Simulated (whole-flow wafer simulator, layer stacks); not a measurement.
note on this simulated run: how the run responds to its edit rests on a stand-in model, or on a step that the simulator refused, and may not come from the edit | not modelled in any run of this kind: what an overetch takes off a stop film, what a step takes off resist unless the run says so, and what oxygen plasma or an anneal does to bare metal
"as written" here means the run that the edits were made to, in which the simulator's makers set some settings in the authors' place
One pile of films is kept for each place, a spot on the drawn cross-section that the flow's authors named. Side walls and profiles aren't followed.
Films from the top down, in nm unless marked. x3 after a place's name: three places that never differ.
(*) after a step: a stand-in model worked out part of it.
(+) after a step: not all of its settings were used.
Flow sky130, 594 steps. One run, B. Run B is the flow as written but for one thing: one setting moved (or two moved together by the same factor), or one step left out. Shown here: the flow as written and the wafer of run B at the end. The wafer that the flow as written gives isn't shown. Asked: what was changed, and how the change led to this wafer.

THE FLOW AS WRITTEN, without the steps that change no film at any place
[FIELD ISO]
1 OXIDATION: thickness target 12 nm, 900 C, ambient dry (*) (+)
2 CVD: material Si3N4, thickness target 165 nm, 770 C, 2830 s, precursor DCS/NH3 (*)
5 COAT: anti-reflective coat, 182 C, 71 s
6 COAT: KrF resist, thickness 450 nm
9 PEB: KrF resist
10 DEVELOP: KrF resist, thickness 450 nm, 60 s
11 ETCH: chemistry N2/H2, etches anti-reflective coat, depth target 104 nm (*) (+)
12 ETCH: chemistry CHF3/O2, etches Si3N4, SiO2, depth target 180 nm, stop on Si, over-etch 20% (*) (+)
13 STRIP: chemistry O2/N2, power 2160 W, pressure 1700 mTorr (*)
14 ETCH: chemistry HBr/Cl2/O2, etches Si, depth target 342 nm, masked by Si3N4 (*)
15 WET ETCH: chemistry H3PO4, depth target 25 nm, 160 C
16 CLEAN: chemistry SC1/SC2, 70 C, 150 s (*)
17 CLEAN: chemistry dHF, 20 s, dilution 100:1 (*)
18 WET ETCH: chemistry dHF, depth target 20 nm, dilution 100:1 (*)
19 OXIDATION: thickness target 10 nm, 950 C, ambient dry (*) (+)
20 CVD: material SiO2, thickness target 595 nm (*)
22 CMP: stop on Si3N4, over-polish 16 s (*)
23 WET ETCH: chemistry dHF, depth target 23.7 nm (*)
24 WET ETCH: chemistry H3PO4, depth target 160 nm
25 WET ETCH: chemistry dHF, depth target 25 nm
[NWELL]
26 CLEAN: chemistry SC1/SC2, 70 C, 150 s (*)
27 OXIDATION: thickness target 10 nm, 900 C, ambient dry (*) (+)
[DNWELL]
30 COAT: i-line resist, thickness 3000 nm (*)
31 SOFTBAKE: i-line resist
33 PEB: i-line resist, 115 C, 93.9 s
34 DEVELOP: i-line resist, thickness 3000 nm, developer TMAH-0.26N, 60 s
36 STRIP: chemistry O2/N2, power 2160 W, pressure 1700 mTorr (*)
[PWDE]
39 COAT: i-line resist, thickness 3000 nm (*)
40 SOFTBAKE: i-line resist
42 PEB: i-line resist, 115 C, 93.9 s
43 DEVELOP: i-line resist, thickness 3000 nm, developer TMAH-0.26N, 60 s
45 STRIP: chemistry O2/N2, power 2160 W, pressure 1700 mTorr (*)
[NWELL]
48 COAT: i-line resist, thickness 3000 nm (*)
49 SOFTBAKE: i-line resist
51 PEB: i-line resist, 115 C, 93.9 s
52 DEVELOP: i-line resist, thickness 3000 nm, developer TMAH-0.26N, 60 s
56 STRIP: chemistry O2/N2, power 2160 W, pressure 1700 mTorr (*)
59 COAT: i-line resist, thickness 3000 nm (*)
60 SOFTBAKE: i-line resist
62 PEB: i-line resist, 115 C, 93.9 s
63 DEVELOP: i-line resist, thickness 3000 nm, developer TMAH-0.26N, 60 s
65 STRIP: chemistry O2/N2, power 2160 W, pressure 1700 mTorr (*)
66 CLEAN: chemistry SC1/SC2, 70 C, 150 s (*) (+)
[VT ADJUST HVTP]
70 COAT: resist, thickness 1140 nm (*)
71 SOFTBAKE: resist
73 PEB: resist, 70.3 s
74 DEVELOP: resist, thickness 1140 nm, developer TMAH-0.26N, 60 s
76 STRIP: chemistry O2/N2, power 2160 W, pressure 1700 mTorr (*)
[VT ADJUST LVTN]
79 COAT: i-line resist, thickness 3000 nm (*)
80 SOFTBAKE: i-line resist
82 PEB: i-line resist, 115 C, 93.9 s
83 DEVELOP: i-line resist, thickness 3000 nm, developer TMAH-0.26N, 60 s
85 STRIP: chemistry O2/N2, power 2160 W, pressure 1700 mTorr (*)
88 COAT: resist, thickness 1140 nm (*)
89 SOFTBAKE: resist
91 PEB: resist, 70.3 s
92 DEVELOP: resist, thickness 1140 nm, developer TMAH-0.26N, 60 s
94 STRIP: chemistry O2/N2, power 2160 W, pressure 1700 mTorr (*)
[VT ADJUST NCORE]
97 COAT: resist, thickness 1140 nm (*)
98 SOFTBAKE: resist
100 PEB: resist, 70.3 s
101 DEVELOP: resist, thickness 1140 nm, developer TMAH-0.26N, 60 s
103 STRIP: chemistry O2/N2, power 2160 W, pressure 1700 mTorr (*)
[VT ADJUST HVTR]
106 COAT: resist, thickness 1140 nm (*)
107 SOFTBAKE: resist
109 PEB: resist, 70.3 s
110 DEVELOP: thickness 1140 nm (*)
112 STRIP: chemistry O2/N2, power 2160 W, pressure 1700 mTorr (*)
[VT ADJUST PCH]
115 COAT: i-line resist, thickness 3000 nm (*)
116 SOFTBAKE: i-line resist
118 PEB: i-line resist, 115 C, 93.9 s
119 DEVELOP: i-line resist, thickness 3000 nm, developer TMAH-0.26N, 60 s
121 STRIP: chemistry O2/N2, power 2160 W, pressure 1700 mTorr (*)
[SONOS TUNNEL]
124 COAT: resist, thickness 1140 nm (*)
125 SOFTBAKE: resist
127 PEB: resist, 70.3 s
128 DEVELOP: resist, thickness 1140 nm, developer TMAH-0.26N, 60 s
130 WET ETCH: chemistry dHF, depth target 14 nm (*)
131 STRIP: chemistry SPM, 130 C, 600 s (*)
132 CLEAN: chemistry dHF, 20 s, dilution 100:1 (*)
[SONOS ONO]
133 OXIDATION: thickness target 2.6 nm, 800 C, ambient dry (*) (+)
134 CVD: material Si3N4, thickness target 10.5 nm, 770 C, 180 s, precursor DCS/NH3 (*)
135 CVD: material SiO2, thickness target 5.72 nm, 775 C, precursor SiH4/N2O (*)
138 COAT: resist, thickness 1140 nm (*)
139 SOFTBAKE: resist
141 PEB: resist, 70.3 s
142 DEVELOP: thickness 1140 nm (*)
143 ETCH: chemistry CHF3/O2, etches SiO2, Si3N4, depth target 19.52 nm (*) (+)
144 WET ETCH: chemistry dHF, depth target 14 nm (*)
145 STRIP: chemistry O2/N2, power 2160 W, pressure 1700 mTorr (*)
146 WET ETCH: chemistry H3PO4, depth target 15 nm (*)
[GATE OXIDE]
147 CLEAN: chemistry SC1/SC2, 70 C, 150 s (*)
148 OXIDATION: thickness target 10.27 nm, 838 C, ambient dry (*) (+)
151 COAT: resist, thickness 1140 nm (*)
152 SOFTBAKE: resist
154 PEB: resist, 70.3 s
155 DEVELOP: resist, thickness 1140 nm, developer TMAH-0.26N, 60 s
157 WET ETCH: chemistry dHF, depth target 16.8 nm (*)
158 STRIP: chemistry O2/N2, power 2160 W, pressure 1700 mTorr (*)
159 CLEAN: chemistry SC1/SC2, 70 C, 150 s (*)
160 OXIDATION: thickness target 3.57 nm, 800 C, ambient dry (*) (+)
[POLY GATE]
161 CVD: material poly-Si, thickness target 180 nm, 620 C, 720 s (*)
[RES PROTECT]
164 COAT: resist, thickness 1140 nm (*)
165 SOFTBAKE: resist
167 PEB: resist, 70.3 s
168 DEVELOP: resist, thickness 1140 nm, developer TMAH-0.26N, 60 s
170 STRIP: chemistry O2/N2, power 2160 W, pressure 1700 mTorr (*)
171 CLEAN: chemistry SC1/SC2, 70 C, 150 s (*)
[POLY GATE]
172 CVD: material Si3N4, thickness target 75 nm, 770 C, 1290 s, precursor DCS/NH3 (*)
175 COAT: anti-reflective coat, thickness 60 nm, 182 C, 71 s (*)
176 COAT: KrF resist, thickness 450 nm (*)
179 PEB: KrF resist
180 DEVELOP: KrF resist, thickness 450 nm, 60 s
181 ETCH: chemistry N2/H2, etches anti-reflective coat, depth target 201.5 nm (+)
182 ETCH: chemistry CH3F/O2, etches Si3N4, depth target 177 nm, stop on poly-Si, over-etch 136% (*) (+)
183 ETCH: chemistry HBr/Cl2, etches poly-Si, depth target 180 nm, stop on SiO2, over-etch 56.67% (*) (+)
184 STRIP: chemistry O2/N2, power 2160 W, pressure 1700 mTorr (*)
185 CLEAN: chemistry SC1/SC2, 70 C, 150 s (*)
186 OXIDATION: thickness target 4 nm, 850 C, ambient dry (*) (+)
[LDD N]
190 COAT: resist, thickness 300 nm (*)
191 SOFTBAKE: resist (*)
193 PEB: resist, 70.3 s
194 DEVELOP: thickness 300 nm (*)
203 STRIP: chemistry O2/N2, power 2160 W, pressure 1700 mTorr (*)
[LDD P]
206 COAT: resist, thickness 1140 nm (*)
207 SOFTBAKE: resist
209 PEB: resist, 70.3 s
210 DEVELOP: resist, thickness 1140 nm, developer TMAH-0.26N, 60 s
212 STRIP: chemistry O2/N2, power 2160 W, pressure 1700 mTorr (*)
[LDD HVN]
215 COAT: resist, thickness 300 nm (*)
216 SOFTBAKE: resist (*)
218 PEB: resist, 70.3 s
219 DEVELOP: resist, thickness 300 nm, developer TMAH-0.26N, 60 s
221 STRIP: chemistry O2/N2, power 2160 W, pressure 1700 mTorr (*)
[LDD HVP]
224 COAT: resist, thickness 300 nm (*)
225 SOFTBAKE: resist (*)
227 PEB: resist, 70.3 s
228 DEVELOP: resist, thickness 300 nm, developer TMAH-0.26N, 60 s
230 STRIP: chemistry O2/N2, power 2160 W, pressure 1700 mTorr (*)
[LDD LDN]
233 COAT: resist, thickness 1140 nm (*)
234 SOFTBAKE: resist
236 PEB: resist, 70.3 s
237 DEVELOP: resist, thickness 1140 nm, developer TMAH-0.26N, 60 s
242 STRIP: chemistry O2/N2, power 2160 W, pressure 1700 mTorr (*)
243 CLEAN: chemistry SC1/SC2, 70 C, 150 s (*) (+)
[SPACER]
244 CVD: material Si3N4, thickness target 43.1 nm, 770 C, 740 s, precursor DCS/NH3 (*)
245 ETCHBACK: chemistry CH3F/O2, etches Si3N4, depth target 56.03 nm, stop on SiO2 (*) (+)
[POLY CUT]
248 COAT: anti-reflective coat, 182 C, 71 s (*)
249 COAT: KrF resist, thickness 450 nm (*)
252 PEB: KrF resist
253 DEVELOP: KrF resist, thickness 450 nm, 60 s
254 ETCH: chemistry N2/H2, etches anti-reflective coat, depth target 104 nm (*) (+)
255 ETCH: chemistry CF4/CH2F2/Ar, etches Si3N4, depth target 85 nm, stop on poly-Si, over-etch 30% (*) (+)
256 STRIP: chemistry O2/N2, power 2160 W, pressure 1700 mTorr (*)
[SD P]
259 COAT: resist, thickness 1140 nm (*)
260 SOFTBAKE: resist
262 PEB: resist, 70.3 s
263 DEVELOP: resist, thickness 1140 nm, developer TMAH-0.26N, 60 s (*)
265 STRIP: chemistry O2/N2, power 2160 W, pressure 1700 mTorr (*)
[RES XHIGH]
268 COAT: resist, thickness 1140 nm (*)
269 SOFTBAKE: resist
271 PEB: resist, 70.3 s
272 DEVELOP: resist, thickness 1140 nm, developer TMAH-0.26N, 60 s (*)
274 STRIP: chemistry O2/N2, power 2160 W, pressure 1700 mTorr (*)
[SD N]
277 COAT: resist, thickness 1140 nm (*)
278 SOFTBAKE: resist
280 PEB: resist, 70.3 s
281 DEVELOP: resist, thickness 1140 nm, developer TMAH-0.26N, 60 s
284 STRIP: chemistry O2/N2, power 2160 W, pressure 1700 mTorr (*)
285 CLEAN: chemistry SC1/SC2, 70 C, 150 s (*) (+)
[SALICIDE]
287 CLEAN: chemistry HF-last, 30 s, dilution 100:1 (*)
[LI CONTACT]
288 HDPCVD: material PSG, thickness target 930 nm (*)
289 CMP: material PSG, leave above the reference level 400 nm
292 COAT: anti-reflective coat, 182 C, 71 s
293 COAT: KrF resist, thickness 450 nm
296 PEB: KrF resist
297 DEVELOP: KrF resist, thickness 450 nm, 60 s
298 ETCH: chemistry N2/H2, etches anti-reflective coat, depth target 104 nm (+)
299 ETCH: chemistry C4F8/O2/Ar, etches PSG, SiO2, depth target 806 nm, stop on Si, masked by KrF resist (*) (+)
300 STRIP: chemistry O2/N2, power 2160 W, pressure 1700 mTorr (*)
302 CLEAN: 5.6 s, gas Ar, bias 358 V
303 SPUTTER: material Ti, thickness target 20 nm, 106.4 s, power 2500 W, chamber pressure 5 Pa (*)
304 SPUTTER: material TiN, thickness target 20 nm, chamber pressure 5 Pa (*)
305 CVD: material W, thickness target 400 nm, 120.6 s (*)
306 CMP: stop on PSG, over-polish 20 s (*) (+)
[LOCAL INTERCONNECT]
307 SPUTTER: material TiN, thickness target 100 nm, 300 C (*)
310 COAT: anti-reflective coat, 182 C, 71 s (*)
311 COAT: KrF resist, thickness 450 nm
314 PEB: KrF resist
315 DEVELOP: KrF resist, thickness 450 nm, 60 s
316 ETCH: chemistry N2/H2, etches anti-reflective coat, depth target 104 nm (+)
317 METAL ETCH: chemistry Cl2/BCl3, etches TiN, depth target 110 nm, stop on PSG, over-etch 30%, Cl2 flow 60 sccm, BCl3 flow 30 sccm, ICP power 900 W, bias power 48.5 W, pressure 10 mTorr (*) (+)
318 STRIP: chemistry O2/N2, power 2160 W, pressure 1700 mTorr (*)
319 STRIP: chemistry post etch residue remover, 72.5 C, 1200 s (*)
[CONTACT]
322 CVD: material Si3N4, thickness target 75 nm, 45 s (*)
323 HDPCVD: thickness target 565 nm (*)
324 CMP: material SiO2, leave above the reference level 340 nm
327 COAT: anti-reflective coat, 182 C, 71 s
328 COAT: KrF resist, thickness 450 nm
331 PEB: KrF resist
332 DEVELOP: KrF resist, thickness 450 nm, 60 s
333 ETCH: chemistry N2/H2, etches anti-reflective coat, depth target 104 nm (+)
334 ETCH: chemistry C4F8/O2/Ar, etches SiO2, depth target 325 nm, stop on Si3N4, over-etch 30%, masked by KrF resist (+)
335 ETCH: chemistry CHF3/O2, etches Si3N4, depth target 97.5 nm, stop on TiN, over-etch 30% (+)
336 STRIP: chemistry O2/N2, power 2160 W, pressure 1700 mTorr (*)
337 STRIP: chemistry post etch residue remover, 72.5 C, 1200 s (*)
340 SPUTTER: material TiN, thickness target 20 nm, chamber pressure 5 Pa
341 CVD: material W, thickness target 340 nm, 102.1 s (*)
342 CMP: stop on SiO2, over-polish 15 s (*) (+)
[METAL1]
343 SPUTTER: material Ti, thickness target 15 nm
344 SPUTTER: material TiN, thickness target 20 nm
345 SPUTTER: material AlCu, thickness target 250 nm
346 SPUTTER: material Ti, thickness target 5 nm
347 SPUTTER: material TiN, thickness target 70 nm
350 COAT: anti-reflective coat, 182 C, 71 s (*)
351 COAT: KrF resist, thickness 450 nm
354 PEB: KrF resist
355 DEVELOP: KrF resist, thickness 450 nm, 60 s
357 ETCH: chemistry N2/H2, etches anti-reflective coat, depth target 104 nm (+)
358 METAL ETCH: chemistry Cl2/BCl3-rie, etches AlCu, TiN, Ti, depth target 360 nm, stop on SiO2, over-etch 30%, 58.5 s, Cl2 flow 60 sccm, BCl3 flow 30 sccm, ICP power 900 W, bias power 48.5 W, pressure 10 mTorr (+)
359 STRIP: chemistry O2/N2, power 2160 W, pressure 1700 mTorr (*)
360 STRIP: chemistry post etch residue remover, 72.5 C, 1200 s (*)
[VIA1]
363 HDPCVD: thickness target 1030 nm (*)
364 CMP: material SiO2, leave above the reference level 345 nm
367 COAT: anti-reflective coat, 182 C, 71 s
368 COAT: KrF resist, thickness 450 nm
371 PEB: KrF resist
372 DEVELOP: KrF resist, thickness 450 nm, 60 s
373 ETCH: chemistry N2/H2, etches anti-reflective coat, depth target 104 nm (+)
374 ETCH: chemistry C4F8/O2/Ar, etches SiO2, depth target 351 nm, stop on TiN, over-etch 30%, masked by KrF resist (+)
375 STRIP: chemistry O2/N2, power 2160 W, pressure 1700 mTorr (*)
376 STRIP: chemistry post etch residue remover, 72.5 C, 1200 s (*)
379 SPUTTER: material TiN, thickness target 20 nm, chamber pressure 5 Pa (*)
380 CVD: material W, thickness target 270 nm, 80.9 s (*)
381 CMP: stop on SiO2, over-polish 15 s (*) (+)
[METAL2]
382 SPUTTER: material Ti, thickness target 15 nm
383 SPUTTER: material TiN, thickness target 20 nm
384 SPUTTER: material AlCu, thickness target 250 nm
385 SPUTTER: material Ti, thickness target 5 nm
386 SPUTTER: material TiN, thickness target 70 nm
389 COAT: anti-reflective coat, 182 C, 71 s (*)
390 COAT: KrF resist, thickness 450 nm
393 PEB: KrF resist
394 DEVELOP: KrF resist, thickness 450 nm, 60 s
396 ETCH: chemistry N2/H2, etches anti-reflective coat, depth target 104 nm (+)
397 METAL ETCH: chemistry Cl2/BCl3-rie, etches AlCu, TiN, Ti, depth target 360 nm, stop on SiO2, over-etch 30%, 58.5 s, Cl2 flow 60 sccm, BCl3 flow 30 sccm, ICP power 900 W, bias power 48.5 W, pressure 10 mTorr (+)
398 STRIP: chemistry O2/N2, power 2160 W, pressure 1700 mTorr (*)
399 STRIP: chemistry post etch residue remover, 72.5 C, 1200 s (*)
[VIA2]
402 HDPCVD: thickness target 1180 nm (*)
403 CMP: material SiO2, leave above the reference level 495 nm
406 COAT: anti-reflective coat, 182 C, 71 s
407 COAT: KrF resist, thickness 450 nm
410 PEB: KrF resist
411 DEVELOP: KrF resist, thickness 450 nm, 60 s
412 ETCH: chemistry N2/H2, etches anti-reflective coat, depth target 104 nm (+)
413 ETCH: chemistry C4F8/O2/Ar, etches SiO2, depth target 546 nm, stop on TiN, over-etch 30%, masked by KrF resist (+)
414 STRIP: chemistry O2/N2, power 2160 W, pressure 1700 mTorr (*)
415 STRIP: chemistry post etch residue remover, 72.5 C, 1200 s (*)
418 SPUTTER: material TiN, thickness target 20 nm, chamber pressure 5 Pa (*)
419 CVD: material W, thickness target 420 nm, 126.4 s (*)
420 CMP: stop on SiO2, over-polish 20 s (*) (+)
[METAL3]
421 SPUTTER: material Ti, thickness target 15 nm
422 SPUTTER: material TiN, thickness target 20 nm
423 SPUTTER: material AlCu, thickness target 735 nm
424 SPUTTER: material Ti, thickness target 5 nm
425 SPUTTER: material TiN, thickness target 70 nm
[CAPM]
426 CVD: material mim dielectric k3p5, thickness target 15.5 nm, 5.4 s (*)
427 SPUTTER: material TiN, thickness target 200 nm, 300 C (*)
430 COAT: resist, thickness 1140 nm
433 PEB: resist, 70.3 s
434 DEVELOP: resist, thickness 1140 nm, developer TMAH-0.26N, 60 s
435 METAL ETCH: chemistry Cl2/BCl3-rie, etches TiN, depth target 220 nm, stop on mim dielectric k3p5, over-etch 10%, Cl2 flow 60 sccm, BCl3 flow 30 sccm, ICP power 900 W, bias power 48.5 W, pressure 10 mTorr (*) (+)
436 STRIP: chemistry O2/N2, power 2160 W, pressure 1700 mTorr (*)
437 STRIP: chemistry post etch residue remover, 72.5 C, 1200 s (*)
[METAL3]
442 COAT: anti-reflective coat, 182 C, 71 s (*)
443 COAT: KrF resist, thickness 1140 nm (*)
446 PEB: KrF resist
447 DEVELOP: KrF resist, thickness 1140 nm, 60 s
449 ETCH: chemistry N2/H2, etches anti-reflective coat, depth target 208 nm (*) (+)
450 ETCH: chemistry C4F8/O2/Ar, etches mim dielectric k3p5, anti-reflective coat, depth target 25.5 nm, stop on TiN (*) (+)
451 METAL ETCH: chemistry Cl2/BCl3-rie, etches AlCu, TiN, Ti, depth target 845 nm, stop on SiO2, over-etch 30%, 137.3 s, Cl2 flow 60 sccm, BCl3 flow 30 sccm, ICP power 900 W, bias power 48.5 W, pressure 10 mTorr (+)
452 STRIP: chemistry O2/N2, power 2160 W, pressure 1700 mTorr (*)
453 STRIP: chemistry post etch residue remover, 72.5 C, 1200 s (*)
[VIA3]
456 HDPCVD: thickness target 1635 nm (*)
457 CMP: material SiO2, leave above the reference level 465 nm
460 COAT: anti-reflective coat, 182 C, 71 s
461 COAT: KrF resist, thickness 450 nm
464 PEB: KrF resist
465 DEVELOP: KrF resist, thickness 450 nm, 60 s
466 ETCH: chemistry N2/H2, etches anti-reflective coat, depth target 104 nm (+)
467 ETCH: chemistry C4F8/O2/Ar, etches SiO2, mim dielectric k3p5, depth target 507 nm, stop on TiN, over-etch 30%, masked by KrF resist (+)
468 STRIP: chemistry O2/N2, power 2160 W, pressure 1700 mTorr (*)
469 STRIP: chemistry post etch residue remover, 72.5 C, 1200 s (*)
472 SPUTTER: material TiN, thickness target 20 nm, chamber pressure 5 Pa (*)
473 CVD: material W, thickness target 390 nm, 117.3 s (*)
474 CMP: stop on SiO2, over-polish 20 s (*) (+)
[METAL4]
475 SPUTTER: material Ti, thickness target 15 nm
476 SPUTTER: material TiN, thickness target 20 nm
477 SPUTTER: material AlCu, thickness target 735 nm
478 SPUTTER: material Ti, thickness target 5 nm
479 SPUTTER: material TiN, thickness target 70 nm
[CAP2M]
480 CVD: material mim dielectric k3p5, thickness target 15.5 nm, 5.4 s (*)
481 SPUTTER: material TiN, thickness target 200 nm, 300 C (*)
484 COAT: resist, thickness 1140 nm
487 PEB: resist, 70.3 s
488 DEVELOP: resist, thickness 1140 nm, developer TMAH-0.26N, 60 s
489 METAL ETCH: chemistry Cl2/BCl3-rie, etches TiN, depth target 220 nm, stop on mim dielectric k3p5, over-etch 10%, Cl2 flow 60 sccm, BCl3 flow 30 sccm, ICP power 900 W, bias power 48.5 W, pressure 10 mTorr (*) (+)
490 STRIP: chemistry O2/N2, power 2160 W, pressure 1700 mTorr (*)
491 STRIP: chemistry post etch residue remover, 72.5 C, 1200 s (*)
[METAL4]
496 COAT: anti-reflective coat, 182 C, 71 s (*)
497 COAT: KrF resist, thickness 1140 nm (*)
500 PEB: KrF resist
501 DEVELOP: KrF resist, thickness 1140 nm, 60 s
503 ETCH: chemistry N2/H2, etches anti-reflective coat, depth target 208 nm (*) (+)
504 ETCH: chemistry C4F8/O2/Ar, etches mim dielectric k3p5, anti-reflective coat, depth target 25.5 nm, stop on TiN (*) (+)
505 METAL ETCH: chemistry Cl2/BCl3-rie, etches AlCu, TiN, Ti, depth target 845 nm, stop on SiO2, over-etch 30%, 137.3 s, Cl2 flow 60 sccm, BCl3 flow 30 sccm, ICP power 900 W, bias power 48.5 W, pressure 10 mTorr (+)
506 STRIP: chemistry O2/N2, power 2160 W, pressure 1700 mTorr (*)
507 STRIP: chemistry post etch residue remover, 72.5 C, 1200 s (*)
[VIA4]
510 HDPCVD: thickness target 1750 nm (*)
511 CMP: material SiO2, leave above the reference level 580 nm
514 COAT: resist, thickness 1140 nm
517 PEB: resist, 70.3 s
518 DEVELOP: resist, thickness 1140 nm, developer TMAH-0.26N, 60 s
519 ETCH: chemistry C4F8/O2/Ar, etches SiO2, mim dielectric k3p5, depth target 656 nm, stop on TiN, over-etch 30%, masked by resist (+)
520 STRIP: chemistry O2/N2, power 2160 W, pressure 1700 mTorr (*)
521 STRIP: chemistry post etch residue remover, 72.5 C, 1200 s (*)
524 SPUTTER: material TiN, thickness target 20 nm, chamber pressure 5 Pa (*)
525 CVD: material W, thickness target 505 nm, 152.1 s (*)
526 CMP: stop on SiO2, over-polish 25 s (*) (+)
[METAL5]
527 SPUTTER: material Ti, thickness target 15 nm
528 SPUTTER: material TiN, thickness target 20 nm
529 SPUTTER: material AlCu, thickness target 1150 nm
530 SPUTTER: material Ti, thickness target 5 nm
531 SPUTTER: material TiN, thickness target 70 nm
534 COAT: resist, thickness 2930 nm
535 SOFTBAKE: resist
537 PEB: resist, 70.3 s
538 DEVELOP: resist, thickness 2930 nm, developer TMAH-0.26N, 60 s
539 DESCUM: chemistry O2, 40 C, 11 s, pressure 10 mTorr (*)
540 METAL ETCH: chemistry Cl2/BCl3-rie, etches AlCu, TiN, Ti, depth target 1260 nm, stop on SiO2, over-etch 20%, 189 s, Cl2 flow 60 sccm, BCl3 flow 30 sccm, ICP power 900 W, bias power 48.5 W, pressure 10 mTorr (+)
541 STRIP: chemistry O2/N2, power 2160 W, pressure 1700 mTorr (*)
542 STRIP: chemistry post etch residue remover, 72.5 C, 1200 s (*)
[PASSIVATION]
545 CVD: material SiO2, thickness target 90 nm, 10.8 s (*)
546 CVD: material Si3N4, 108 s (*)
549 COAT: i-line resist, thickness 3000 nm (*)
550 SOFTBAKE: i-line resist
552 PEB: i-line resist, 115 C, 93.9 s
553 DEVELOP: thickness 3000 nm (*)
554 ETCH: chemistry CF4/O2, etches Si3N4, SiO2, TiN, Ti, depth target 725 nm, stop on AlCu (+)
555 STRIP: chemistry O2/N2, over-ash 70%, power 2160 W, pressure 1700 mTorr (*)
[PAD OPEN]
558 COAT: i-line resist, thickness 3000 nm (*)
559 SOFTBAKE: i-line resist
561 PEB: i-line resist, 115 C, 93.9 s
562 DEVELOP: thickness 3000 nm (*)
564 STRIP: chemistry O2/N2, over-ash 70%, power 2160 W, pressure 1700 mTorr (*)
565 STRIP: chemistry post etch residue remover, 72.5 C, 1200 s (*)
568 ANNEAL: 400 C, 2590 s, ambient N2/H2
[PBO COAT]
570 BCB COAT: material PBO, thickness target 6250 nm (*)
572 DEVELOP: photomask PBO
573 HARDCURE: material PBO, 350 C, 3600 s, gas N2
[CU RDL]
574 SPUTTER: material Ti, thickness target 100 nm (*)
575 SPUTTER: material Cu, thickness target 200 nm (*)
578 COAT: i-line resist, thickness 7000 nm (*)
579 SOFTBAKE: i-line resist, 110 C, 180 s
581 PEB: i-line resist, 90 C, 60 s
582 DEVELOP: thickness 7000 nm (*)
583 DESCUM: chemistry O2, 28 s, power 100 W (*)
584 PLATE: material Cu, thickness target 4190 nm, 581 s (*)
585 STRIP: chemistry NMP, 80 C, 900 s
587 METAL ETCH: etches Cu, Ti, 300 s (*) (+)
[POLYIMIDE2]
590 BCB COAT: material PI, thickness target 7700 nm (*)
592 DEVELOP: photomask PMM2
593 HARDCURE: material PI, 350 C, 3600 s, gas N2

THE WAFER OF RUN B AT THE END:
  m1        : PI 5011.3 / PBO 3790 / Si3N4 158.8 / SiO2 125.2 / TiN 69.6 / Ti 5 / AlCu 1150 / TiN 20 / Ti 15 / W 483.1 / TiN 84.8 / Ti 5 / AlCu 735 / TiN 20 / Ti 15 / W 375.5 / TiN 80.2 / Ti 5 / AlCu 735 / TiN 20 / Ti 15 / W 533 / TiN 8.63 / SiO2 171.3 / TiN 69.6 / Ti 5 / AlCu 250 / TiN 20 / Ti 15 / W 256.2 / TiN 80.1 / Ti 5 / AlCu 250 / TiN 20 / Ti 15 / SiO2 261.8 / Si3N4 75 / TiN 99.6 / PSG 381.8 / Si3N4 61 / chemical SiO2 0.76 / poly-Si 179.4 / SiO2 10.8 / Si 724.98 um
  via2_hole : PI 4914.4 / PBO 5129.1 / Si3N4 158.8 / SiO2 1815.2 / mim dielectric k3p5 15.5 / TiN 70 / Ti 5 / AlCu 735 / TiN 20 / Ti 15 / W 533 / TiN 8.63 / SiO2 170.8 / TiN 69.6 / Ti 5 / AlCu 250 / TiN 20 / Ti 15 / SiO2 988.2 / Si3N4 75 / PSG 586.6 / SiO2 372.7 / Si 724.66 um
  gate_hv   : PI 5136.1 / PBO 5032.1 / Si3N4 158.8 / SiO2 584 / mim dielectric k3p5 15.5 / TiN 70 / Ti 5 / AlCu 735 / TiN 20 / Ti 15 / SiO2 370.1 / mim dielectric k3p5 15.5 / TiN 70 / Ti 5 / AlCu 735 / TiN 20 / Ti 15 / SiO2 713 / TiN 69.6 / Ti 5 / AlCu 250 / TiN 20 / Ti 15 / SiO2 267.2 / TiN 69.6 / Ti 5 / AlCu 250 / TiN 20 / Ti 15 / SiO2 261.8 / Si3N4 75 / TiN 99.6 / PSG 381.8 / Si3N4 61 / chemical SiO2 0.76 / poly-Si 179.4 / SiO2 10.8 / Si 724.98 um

The cause: step 403, CMP: leave above the reference level 792 nm was run, where the flow has leave above the reference level 495 nm.

How the change led to this, step by step:
  403 CMP: material SiO2, leave above the reference level 495 nm
      n_well, p_well, gate_hv and 101 more: SiO2 -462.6 (as written it would be: SiO2 -759.6)
      field, active, gate and 82 more: SiO2 -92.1 (as written it would be: SiO2 -389.1)
      (and at 2 more places)
  413 ETCH: chemistry C4F8/O2/Ar, etches SiO2, depth target 546 nm, stop on TiN, over-etch 30%, masked by KrF resist (+)
      m1: SiO2 -546 (as written it would be: SiO2 -420.3 (all of it))
      via2_hole: SiO2 -546 (as written it would be: SiO2 -419.8 (all of it))
  418 SPUTTER: material TiN, thickness target 20 nm, chamber pressure 5 Pa (*)
      m1, via2_hole: TiN +8.63 (new film) (as written it would be: TiN +10.2)
  419 CVD: material W, thickness target 420 nm, 126.4 s (*)
      m1: W +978 (new film) (as written it would be: W +851.1 (new film))
      via2_hole: W +978 (new film) (as written it would be: W +850.7 (new film))
Counting metal films that touch as one body, m1 has 3 bodies (between them, from the top down: SiO2 171.3; SiO2 261.8 / Si3N4 75); the flow as written gives 2 bodies (between them, from the top down: SiO2 261.8 / Si3N4 75).
Counting metal films that touch as one body, via2_hole has 2 bodies (between them, from the top down: SiO2 170.8); the flow as written gives 1 body.
